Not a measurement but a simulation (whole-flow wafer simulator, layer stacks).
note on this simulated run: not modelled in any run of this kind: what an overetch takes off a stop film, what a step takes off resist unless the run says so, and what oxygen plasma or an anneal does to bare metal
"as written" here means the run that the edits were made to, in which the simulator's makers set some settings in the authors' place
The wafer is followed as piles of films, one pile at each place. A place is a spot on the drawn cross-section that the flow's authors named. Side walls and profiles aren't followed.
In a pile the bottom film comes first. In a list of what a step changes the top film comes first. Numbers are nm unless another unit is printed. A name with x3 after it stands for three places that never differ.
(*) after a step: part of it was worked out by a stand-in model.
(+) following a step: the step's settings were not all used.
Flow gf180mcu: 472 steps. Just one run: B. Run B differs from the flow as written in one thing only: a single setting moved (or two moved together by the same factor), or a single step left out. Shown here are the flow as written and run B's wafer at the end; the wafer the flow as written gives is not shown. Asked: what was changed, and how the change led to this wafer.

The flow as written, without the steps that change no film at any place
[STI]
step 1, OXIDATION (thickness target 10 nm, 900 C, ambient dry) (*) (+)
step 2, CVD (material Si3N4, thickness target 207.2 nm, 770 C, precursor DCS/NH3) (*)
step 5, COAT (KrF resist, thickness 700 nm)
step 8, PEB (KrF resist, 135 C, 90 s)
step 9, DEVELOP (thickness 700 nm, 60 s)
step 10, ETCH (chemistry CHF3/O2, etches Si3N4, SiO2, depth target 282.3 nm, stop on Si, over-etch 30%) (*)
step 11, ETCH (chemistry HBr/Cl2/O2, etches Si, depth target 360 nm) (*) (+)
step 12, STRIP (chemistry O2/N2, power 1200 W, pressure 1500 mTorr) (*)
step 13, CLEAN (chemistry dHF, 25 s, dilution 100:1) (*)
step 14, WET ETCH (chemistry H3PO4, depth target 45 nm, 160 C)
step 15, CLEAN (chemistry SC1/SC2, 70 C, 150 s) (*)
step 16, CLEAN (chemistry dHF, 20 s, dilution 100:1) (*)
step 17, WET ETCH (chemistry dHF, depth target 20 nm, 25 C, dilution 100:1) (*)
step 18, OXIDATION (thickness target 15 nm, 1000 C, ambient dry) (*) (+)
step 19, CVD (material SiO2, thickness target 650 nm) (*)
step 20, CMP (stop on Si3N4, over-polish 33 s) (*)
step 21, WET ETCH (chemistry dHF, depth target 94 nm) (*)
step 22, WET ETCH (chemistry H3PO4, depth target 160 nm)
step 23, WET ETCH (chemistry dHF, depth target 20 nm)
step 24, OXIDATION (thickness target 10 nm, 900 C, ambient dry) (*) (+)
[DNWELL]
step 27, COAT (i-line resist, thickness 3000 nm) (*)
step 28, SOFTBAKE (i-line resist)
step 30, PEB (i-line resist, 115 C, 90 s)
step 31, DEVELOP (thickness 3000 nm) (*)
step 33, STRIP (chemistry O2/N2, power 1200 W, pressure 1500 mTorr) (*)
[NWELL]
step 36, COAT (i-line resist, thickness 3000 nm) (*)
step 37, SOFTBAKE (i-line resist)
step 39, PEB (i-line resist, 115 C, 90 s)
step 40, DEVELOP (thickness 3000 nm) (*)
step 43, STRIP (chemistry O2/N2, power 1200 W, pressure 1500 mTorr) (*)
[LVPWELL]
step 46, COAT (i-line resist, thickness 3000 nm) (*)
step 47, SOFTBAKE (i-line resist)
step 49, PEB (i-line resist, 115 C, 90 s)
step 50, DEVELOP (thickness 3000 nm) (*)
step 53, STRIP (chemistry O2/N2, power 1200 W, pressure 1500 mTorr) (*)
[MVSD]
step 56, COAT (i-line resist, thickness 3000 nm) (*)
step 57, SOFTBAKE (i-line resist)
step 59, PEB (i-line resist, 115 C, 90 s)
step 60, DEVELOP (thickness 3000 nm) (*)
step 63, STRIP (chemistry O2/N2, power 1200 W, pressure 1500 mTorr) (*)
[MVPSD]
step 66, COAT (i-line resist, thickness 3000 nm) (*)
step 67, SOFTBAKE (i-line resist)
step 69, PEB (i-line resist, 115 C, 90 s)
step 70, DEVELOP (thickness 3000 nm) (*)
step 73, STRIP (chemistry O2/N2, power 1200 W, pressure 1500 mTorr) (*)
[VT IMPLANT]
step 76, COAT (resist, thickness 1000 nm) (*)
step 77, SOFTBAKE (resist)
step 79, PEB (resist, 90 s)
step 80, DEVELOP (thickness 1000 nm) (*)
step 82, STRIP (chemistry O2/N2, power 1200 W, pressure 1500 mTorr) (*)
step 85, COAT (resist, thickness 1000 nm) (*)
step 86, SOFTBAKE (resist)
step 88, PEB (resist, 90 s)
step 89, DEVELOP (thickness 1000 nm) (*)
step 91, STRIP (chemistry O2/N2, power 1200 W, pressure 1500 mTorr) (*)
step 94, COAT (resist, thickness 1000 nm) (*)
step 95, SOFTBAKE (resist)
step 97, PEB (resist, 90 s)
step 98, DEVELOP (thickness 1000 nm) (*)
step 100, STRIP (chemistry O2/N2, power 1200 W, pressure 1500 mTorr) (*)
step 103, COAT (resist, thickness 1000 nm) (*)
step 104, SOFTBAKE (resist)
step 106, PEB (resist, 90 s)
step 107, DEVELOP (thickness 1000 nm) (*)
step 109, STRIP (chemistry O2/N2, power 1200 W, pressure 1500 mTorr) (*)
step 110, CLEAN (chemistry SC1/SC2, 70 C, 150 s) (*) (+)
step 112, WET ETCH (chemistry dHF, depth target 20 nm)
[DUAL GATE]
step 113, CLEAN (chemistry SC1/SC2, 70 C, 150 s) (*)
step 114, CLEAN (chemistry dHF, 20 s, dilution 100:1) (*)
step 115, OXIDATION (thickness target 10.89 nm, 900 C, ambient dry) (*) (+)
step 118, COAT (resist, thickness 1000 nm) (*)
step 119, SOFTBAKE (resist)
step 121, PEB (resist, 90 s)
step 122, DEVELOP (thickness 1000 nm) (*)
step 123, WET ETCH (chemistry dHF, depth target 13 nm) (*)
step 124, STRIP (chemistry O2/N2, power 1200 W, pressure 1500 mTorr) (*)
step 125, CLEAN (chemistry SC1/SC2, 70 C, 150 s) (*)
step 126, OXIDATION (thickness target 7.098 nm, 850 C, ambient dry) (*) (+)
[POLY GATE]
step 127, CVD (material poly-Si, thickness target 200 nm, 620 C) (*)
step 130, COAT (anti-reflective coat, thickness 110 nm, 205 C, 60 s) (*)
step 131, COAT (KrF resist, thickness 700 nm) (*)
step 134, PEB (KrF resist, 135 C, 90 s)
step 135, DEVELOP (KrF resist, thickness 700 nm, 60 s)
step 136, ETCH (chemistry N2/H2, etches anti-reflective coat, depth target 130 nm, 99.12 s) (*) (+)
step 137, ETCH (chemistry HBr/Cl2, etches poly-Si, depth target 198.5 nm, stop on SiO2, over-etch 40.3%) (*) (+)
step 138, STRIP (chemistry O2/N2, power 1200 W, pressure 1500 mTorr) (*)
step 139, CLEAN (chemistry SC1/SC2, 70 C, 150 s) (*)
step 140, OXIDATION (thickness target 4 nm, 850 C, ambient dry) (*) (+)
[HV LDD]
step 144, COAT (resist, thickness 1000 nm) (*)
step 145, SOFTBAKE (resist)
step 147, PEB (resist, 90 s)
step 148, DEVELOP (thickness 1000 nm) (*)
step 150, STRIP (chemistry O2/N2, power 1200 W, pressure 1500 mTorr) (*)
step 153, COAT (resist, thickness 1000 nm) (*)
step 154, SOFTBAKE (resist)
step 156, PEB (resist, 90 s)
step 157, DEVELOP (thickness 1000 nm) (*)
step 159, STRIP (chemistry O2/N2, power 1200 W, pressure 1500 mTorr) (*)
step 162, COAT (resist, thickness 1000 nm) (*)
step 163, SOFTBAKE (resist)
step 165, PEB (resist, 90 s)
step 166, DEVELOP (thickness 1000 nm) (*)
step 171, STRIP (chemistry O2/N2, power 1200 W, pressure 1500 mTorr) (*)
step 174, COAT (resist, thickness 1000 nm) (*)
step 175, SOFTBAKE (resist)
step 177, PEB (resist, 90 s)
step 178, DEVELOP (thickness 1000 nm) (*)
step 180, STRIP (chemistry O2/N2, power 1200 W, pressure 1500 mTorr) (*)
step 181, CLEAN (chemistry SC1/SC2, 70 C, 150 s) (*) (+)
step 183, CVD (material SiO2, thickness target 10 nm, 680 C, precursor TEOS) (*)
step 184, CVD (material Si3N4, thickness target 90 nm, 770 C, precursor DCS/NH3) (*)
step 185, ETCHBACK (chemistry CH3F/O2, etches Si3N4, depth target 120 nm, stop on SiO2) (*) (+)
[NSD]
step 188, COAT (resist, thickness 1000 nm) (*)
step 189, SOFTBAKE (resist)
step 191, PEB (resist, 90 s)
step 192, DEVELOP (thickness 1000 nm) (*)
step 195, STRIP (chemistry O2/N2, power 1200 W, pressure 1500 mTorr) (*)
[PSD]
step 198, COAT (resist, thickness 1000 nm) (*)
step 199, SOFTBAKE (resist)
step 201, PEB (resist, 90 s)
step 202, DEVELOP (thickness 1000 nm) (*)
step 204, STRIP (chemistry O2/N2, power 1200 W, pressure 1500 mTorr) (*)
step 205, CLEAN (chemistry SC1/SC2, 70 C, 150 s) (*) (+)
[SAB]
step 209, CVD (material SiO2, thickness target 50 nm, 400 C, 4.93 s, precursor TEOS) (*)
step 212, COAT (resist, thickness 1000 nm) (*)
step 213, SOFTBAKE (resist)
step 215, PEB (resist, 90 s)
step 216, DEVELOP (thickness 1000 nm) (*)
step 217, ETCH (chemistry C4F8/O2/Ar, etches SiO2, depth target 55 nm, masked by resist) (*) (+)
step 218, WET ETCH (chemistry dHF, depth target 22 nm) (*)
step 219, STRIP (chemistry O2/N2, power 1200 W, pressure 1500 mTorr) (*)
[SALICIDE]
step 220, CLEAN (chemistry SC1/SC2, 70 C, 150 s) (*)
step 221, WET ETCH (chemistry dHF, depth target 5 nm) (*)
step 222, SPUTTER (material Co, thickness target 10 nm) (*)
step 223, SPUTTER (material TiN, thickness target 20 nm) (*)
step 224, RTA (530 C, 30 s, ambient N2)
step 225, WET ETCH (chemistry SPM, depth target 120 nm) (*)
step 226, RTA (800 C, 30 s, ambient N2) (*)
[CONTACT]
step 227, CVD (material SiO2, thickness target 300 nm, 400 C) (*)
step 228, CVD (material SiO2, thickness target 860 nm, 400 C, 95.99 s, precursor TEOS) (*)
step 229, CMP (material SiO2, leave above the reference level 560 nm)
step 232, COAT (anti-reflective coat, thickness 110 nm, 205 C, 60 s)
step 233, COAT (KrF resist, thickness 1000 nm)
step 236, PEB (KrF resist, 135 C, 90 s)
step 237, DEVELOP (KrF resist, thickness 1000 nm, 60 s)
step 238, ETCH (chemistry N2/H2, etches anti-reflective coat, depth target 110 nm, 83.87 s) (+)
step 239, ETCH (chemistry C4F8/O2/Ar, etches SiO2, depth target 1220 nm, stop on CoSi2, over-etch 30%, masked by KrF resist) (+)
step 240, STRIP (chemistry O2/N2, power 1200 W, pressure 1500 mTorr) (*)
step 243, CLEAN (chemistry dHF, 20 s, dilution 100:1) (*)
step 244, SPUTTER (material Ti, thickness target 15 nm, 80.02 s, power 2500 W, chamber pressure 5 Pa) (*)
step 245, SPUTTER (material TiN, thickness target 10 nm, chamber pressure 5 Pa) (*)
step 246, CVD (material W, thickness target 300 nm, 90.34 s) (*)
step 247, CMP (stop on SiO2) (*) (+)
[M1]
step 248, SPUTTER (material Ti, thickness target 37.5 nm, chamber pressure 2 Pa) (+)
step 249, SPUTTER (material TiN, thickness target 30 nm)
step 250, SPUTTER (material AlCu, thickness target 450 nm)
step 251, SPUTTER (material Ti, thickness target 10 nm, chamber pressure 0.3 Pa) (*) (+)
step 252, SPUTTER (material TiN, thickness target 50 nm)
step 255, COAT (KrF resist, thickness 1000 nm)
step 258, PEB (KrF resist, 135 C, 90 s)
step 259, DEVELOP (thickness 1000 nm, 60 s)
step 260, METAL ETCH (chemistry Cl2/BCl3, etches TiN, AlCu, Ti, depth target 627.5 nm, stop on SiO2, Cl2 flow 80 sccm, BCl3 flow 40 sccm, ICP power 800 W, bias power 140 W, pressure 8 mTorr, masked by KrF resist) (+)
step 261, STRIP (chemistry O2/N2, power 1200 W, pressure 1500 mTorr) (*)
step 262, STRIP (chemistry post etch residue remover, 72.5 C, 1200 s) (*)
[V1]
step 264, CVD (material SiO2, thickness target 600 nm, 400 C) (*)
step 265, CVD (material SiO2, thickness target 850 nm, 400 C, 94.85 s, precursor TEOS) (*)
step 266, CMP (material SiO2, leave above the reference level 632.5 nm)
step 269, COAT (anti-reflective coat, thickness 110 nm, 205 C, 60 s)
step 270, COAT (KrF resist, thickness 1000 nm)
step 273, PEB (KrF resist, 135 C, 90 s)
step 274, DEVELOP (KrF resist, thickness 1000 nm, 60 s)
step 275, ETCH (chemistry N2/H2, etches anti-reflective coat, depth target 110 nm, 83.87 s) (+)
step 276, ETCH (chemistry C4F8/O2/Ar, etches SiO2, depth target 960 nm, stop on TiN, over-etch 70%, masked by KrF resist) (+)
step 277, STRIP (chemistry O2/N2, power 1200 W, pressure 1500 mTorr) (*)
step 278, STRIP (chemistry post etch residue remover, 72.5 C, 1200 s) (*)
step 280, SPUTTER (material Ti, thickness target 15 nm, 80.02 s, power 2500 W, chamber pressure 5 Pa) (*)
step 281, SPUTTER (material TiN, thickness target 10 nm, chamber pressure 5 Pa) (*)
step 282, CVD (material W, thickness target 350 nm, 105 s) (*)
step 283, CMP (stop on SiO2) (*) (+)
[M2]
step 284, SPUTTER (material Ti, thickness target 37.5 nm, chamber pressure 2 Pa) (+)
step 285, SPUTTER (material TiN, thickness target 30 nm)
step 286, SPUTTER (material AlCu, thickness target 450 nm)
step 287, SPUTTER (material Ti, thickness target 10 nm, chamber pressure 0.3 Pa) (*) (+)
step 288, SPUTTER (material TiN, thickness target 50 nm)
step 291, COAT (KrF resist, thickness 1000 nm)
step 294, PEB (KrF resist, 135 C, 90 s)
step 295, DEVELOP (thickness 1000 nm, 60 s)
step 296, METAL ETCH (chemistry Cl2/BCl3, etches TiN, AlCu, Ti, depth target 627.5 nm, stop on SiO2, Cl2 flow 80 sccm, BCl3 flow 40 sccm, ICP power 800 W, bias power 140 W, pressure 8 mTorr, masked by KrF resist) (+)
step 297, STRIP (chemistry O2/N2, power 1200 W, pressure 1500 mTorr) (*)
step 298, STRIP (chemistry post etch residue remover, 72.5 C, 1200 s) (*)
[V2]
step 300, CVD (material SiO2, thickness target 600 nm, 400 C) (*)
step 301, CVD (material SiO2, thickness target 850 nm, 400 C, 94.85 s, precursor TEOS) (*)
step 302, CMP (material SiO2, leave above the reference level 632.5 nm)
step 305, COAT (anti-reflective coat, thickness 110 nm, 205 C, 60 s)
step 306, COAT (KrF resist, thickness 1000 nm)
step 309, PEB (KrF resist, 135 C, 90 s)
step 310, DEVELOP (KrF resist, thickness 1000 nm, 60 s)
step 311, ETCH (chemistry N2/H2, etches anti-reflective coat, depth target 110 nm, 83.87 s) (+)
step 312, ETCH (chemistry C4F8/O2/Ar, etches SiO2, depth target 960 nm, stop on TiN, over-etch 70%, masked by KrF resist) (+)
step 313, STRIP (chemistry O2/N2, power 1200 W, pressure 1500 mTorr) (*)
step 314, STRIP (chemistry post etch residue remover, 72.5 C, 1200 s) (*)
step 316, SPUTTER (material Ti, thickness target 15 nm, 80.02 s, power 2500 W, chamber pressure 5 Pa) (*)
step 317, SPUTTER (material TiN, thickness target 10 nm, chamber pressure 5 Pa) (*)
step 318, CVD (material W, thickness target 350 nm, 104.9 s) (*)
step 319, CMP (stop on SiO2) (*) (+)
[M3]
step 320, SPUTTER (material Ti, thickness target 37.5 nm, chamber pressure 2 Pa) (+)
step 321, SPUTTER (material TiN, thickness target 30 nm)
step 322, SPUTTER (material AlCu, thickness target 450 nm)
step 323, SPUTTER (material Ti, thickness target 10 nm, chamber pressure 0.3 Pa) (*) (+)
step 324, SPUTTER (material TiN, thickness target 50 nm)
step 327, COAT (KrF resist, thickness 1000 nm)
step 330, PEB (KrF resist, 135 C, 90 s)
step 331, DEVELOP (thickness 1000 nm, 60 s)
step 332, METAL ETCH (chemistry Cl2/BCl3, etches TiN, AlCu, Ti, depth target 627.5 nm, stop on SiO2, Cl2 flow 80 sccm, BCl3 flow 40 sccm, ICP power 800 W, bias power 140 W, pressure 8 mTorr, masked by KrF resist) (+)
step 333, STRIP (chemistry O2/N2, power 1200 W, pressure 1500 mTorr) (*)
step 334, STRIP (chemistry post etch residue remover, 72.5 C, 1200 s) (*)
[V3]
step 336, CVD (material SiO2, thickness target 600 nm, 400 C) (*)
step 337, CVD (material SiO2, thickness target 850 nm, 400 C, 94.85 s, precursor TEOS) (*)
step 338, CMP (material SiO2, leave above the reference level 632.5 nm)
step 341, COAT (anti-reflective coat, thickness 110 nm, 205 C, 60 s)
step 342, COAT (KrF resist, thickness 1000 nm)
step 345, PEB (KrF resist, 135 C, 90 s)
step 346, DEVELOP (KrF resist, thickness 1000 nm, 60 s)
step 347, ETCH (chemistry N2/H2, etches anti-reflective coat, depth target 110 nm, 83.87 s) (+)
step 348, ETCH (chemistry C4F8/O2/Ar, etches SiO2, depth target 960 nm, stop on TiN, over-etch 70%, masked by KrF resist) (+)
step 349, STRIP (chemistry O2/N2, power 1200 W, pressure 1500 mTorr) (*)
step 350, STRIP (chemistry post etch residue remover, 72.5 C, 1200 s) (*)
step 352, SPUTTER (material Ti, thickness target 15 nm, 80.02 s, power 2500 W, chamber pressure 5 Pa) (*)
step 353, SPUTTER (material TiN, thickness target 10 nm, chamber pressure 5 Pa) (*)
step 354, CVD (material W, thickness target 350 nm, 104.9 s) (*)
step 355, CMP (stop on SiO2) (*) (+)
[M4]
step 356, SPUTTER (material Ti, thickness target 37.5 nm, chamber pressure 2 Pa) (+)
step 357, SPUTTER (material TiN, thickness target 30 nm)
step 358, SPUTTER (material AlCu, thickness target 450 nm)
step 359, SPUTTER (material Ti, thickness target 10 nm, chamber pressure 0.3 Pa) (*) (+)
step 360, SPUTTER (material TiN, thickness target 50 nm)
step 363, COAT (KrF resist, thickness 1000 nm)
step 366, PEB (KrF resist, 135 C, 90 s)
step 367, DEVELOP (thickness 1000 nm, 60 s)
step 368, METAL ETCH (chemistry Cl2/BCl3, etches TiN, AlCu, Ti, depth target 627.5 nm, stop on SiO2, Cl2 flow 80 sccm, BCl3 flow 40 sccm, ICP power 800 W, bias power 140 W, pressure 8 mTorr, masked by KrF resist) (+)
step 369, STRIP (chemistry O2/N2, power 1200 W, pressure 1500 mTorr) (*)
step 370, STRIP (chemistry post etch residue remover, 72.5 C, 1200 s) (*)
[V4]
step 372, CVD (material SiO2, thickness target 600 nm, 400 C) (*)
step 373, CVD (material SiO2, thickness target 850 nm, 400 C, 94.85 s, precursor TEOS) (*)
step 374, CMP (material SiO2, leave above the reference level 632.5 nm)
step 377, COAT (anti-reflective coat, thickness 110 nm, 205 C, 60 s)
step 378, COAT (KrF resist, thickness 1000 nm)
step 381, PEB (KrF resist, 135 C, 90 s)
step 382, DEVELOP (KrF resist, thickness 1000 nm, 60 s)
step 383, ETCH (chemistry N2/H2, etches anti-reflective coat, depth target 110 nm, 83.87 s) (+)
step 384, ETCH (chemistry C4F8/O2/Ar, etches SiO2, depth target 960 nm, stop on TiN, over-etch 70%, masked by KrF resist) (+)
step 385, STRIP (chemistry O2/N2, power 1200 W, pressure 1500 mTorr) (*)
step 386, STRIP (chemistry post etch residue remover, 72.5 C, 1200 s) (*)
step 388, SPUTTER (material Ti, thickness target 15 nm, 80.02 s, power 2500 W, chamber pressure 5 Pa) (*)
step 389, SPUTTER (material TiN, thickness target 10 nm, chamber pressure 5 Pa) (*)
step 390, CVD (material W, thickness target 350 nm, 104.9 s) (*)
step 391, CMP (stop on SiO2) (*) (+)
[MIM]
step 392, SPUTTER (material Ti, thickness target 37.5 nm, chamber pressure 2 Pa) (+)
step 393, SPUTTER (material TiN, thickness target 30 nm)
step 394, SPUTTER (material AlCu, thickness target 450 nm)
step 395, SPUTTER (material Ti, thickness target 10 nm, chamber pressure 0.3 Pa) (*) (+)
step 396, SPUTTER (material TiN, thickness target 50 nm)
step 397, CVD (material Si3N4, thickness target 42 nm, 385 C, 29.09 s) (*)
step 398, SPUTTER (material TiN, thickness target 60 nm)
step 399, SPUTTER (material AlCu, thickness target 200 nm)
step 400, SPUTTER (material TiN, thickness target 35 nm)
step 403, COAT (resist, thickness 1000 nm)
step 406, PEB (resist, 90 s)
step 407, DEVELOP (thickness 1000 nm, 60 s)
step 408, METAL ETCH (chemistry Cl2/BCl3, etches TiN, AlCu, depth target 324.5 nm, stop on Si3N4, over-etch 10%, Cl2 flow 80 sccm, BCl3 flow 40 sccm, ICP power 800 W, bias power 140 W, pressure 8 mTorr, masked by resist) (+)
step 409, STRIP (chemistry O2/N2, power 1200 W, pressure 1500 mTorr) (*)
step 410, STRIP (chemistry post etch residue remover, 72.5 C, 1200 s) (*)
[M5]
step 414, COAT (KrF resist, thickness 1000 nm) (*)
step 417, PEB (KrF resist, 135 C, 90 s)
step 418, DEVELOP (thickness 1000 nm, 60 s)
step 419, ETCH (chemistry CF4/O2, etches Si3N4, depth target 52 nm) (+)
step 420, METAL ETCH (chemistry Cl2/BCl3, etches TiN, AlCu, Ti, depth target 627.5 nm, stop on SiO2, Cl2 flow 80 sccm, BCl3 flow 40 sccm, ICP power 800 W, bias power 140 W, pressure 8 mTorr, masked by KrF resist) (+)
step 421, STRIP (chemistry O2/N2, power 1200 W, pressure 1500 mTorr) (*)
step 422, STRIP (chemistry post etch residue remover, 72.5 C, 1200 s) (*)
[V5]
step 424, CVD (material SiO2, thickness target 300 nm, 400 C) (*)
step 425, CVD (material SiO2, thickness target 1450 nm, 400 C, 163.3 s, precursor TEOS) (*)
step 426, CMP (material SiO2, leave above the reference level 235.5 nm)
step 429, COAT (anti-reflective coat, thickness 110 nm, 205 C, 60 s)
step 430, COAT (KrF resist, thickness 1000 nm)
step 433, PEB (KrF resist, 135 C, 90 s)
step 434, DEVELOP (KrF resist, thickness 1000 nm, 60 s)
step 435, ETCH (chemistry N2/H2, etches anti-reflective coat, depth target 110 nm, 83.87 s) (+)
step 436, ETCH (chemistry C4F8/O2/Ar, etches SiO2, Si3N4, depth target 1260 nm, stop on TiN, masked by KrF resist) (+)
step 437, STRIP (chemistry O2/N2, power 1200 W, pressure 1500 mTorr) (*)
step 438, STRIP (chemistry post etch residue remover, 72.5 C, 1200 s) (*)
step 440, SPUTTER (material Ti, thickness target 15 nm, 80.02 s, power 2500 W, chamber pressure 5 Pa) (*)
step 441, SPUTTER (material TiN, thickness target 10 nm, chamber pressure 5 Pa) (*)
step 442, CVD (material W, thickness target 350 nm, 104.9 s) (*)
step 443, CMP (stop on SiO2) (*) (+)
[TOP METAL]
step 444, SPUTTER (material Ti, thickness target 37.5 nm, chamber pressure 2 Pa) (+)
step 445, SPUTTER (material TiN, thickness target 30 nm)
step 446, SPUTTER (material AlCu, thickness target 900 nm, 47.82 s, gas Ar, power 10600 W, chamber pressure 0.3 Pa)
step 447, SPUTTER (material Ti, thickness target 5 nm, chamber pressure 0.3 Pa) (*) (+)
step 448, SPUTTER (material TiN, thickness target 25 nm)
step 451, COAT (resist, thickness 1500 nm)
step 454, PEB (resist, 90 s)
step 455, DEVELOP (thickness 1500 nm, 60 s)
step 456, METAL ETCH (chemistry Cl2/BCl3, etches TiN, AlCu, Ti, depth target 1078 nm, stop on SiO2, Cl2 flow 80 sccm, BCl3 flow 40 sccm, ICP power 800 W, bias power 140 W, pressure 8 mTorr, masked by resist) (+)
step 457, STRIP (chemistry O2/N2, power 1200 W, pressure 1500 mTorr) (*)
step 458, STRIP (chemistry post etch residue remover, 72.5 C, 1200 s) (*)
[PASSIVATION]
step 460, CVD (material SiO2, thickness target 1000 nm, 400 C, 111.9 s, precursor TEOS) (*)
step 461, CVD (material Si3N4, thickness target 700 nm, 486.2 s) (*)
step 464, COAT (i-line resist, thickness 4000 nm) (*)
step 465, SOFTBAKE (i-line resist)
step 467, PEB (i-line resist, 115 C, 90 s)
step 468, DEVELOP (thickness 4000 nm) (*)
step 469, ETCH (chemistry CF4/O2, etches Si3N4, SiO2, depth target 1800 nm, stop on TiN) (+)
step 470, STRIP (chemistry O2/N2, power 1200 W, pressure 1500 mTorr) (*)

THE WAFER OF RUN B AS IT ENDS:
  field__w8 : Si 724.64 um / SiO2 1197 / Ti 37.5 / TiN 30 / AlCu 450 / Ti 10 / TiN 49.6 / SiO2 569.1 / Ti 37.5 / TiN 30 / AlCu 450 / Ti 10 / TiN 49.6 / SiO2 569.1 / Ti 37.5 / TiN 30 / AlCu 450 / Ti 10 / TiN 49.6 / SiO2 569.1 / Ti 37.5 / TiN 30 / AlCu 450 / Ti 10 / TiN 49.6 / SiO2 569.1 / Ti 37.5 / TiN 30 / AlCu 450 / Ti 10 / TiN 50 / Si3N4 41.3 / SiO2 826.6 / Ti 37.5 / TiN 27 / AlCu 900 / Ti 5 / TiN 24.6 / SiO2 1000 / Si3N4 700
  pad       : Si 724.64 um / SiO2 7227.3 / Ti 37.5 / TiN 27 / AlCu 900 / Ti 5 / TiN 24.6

Cause: step 445, SPUTTER: thickness target 27 nm was run, whereas the flow has thickness target 30 nm.
The wafer lets one read it off: field__w8 has TiN 27, and step 445 as written asks for 30 nm.

The path from the change to this, step by step:
  step 445, SPUTTER (material TiN, thickness target 30 nm)
      field, field__w1, field__w2 and 109 more: +27 TiN (new film) (it would be, as written: +30 TiN (new film))
  step 456, METAL ETCH (chemistry Cl2/BCl3, etches TiN, AlCu, Ti, depth target 1078 nm, stop on SiO2, Cl2 flow 80 sccm, BCl3 flow 40 sccm, ICP power 800 W, bias power 140 W, pressure 8 mTorr, masked by resist) (+)
      field, field__w1, field__w2 and 103 more: -25 TiN (all of it), -5 Ti (all of it), -900 AlCu (all of it), -27 TiN (all of it), -37.5 Ti (all of it) (it would be, as written: -25 TiN (all of it), -5 Ti (all of it), -900 AlCu (all of it), -30 TiN (all of it), -37.5 Ti (all of it))
